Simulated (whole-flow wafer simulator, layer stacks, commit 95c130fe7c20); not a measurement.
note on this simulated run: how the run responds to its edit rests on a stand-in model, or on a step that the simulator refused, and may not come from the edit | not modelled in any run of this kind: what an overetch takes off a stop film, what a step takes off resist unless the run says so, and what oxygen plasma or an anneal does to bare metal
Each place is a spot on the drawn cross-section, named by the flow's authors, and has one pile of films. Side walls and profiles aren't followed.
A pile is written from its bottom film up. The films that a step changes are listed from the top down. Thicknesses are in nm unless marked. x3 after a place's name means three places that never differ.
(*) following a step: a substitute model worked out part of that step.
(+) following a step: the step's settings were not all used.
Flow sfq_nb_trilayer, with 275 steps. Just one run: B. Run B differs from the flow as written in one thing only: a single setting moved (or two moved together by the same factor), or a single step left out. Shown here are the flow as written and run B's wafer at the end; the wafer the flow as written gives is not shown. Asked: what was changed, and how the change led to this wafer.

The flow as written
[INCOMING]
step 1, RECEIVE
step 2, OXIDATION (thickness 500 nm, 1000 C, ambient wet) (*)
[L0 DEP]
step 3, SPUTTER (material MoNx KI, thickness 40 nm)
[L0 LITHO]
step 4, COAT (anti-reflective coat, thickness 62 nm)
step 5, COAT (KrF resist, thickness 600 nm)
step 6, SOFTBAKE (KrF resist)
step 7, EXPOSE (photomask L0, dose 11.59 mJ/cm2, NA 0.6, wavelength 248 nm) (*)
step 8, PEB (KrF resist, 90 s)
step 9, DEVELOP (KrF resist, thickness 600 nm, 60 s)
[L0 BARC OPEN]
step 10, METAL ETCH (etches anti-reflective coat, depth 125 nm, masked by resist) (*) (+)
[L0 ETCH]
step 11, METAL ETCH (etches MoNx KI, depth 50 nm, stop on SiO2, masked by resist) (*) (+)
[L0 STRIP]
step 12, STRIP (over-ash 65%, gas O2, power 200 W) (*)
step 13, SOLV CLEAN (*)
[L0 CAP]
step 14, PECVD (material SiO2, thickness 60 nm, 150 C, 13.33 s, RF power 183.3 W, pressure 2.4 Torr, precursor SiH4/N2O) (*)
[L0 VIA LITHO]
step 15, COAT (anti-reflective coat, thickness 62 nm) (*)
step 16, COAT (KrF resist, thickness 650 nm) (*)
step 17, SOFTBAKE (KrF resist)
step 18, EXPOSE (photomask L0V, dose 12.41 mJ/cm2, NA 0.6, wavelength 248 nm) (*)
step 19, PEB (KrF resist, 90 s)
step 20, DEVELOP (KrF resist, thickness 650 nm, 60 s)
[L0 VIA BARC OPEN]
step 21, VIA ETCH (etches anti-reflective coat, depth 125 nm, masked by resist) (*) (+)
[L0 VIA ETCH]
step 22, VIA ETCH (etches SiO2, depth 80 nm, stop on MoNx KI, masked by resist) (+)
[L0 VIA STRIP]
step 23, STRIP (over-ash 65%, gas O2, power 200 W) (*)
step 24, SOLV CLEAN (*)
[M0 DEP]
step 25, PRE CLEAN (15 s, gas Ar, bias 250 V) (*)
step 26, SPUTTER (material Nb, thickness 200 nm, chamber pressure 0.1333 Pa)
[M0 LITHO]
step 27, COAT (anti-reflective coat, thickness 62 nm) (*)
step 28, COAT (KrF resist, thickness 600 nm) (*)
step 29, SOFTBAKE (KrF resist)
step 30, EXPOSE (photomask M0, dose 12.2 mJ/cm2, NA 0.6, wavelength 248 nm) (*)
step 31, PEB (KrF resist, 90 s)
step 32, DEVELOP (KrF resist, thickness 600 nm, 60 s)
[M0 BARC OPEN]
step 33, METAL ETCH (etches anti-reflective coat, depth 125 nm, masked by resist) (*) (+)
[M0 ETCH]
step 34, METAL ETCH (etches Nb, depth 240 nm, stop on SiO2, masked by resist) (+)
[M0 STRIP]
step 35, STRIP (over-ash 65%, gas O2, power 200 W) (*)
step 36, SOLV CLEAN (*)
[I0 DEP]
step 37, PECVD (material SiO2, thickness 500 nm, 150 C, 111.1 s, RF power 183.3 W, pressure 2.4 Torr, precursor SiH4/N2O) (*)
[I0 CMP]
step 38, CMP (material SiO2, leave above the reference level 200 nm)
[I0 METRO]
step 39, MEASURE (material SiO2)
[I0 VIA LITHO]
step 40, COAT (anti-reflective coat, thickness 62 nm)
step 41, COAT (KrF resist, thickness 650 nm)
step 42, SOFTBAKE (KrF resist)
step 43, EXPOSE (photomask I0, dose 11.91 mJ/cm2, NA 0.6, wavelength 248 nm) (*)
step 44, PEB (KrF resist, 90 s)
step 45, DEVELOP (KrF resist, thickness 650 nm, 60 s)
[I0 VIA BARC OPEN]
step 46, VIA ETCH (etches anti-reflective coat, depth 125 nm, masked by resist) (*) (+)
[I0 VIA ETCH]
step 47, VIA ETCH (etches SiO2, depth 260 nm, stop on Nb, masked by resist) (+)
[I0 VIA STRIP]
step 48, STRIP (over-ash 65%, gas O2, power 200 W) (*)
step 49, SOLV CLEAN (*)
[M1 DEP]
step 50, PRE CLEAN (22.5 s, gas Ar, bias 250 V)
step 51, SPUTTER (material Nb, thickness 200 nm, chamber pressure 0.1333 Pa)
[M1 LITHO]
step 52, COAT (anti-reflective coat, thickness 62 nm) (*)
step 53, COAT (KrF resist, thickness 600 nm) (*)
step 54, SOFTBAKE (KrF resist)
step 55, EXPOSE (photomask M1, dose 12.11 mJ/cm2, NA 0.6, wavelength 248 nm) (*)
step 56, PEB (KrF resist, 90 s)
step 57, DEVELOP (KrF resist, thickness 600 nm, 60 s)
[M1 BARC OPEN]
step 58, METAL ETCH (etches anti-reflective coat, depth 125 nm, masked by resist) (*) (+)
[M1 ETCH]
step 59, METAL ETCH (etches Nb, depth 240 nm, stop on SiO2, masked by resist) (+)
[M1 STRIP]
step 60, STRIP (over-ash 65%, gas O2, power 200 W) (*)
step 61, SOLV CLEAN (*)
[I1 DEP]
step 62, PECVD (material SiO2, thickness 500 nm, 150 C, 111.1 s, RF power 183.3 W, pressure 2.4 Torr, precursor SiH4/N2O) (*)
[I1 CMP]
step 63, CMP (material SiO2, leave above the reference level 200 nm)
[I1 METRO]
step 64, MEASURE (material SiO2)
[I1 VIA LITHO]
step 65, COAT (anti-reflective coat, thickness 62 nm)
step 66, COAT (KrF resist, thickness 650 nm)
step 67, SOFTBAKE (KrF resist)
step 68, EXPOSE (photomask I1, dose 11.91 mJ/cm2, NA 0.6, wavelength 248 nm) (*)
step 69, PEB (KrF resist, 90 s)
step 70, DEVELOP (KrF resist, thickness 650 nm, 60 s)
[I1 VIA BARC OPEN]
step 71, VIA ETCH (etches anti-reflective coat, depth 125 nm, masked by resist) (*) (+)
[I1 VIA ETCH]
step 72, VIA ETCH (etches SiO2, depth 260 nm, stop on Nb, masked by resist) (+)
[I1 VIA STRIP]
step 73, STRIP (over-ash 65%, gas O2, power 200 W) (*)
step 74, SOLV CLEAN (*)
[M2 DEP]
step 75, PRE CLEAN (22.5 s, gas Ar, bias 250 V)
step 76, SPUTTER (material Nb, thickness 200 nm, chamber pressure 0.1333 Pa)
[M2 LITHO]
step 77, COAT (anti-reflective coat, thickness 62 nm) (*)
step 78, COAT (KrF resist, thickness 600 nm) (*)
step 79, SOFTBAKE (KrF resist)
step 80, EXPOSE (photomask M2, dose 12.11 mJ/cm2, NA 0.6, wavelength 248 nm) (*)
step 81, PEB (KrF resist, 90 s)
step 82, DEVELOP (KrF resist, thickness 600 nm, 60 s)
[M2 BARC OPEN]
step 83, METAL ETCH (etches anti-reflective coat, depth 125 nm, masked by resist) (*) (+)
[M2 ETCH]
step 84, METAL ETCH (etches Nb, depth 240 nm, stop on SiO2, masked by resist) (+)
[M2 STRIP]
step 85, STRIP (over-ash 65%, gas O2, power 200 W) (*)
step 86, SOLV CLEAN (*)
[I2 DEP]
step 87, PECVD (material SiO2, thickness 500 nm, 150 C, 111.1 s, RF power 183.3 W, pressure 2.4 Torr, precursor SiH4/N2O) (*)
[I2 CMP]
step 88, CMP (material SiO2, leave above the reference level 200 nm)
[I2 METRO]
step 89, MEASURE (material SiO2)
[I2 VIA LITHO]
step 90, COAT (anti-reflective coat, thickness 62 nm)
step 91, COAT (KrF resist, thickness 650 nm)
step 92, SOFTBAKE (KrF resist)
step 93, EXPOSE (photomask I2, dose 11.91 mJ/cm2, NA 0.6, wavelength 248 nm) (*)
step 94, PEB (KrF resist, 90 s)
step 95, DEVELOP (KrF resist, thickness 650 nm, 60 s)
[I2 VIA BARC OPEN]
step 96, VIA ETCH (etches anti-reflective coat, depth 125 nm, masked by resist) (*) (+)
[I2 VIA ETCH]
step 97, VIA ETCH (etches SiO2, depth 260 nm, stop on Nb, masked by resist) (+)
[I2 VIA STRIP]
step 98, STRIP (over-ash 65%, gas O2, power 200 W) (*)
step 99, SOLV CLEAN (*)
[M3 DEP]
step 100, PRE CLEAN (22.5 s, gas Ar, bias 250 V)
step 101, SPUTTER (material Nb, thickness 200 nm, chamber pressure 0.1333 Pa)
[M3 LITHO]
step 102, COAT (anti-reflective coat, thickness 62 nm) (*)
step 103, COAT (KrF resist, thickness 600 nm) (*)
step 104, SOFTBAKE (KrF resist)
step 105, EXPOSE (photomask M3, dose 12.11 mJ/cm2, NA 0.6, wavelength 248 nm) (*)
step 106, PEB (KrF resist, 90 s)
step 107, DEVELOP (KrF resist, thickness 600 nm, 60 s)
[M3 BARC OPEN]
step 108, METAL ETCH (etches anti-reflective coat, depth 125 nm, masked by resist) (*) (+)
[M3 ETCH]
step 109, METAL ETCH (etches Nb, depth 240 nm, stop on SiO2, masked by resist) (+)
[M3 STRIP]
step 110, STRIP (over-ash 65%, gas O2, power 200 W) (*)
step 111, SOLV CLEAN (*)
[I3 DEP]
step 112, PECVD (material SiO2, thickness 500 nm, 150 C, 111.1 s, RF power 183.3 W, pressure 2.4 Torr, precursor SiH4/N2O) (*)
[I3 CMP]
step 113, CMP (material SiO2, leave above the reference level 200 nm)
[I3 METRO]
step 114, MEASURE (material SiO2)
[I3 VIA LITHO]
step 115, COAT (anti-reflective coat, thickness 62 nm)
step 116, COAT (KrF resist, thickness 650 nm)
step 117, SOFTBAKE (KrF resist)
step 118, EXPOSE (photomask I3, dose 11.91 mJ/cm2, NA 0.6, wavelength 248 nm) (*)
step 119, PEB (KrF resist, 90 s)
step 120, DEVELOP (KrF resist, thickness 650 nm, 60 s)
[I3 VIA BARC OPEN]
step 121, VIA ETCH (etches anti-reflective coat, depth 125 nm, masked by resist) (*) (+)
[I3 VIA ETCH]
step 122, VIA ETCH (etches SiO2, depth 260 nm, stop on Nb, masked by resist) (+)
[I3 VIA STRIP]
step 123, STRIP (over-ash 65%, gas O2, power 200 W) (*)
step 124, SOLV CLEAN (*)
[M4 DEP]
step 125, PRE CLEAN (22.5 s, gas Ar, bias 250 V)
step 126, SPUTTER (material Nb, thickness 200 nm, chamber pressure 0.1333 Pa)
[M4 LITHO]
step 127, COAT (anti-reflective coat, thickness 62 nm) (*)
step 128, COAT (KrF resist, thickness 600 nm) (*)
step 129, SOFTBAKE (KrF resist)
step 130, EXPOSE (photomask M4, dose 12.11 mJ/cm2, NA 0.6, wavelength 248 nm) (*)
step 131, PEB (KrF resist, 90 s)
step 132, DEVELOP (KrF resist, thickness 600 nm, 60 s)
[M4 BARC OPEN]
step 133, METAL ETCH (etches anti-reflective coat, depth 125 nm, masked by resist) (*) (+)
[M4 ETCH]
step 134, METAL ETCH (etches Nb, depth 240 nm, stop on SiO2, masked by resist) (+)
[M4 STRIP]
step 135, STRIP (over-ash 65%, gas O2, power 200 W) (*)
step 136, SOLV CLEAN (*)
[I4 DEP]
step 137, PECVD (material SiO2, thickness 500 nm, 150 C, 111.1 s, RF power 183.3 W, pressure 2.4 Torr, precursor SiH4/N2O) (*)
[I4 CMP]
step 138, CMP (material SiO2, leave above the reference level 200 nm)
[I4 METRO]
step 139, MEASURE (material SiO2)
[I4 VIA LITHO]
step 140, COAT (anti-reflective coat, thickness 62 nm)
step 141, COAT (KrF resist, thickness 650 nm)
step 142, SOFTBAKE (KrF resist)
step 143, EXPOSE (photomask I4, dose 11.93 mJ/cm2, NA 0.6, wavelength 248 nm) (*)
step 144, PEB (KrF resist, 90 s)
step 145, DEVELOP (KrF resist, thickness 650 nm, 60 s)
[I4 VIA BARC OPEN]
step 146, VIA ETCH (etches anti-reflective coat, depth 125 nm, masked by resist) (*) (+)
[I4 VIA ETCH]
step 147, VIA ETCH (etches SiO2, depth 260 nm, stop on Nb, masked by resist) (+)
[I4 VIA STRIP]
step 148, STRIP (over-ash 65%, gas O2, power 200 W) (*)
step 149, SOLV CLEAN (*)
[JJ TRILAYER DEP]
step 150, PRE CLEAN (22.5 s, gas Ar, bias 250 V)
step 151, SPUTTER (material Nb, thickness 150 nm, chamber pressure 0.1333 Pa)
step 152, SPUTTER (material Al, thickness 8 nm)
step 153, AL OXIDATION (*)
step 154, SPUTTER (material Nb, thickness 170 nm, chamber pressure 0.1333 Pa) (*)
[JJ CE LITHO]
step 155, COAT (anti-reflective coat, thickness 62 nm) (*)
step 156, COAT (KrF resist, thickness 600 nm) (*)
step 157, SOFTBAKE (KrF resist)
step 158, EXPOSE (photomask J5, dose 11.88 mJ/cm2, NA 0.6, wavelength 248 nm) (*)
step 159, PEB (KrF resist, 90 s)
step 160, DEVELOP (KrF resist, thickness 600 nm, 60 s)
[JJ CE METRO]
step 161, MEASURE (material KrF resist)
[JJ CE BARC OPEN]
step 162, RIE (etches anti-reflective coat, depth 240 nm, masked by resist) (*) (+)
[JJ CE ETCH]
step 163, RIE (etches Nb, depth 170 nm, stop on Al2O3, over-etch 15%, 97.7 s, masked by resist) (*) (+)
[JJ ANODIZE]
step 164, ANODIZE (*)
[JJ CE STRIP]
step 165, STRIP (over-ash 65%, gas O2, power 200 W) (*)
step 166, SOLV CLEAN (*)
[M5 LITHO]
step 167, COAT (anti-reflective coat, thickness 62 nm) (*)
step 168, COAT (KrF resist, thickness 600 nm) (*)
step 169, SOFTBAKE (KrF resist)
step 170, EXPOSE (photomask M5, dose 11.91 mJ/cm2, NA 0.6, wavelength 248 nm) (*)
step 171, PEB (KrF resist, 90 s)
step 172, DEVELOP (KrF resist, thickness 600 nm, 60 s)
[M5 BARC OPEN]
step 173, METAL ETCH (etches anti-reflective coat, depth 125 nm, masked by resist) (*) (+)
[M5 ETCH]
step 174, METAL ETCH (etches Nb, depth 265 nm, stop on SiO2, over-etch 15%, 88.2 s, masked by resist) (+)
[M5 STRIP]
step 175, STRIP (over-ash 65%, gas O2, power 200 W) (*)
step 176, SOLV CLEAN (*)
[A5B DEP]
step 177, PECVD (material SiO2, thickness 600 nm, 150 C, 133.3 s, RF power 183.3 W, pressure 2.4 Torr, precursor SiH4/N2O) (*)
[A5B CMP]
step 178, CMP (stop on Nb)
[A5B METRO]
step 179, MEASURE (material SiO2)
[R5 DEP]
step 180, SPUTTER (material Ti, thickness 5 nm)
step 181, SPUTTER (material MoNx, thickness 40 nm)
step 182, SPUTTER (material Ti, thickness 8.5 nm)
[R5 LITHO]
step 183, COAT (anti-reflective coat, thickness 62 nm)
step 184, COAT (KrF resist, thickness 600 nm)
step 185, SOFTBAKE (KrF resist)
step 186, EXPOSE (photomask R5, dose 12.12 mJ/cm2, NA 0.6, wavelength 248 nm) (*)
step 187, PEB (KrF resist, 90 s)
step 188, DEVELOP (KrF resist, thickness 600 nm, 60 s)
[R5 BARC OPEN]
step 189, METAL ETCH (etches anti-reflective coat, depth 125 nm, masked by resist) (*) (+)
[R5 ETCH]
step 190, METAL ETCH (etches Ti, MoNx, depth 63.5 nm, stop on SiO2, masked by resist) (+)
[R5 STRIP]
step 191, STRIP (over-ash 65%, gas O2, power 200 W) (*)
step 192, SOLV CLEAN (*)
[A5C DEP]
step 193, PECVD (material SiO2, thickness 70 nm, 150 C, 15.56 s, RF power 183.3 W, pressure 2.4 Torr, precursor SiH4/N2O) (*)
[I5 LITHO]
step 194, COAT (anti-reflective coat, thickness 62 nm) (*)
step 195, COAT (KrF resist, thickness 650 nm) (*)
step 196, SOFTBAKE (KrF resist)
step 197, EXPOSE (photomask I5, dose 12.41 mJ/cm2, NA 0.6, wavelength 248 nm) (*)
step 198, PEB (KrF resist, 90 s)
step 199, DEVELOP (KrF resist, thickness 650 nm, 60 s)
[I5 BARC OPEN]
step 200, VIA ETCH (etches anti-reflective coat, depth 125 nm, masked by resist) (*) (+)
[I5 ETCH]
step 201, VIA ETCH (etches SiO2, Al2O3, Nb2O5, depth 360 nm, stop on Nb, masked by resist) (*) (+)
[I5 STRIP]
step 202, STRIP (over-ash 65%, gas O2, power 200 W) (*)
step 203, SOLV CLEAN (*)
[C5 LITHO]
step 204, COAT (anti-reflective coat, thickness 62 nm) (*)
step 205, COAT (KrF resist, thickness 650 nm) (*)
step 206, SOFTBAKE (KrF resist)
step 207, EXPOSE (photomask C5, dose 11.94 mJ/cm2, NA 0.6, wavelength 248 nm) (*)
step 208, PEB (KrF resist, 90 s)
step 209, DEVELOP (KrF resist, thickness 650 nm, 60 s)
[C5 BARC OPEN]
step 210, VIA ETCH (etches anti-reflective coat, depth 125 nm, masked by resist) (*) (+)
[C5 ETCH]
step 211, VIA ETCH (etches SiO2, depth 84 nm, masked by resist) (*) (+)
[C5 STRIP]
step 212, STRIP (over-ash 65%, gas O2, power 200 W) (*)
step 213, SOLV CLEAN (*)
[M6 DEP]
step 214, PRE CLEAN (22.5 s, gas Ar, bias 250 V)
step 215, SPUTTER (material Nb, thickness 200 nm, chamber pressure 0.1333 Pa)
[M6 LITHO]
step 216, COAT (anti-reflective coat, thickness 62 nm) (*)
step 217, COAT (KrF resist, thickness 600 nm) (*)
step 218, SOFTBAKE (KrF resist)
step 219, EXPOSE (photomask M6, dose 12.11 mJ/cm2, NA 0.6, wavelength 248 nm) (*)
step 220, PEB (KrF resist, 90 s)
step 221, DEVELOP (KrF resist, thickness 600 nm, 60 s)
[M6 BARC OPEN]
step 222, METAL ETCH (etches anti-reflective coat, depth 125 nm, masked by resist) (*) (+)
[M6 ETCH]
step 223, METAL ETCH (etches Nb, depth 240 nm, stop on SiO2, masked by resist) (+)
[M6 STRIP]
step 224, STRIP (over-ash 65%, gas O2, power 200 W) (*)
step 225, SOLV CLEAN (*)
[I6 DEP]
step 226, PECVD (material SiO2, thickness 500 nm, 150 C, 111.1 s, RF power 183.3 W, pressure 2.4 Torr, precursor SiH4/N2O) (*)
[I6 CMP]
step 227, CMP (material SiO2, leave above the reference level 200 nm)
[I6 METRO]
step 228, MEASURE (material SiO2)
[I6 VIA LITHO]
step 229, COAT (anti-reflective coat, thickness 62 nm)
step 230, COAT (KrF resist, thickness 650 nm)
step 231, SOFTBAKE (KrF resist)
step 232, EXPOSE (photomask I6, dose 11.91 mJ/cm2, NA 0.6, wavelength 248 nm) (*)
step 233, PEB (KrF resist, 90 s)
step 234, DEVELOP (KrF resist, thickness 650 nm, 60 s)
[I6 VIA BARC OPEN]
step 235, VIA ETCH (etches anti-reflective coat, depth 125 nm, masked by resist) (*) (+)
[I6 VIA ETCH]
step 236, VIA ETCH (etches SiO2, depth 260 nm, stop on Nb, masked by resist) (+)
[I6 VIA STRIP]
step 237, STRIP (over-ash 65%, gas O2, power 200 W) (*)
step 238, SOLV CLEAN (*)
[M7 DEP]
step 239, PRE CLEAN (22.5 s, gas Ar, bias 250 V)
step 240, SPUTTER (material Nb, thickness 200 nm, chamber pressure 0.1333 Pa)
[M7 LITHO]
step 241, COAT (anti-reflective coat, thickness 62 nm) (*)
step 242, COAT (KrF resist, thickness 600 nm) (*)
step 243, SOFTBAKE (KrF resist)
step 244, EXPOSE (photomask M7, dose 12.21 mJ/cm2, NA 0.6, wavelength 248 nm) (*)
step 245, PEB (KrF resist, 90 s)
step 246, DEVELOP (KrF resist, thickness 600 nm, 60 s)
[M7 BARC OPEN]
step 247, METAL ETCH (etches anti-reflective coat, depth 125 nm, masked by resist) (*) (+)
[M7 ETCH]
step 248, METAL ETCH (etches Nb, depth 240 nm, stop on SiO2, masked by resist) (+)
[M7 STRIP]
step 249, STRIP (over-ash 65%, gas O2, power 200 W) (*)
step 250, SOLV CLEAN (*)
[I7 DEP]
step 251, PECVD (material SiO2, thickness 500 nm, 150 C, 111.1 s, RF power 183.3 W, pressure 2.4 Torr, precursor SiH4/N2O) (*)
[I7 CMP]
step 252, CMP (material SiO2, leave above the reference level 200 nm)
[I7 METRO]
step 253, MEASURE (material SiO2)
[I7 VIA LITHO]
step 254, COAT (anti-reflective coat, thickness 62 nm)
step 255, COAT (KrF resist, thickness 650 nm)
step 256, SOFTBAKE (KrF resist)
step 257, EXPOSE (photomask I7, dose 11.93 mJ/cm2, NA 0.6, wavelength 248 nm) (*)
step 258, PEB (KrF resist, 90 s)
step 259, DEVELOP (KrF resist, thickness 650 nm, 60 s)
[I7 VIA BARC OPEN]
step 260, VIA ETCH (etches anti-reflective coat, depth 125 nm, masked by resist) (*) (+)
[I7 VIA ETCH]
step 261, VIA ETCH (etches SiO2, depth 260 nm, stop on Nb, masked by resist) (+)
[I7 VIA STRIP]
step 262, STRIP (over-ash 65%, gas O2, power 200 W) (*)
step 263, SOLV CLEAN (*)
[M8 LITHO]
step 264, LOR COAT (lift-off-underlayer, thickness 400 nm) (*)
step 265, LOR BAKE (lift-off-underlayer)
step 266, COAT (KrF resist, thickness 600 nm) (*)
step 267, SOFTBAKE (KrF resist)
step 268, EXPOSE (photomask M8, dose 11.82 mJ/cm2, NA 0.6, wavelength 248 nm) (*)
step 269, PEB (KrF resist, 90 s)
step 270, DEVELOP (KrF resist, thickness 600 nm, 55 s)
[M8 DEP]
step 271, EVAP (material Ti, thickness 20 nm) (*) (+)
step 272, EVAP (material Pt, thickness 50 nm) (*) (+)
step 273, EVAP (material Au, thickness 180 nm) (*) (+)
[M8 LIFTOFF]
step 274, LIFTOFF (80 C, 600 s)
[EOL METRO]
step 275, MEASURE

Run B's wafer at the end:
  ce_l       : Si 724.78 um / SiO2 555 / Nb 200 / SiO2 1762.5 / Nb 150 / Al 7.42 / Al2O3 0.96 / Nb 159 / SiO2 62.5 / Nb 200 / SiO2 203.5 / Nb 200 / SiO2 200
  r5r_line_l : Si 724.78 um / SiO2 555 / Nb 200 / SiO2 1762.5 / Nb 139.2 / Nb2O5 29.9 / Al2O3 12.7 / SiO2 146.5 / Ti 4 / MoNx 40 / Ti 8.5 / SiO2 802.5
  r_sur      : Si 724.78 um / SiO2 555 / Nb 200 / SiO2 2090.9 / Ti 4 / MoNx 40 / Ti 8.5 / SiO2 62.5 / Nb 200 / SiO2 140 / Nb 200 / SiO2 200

What caused this: step 180, SPUTTER: thickness 4 nm was run, though the flow has thickness 5 nm.
The wafer lets one read it off: r5r_line_l has Ti 4, and step 180 as written asks for 5 nm.

How this came from the change, step by step:
  step 180, SPUTTER (material Ti, thickness 5 nm)
      field_l, v_sur, via_wl and 103 more: +4 Ti (new film) (it would be, as written: +5 Ti (new film))
  step 190, METAL ETCH (etches Ti, MoNx, depth 63.5 nm, stop on SiO2, masked by resist) (+)
      field_l, v_sur, via_wl and 92 more: -8.5 Ti (all of it), -40 MoNx (all of it), -4 Ti (all of it) (it would be, as written: -8.5 Ti (all of it), -40 MoNx (all of it), -5 Ti (all of it))
      ce_l, c5j, ce_r, wl_jj: -8.5 Ti (all of it), -40 MoNx (all of it), -4 Ti (all of it), -11 Nb (it would be, as written: -8.5 Ti (all of it), -40 MoNx (all of it), -5 Ti (all of it), -10 Nb)
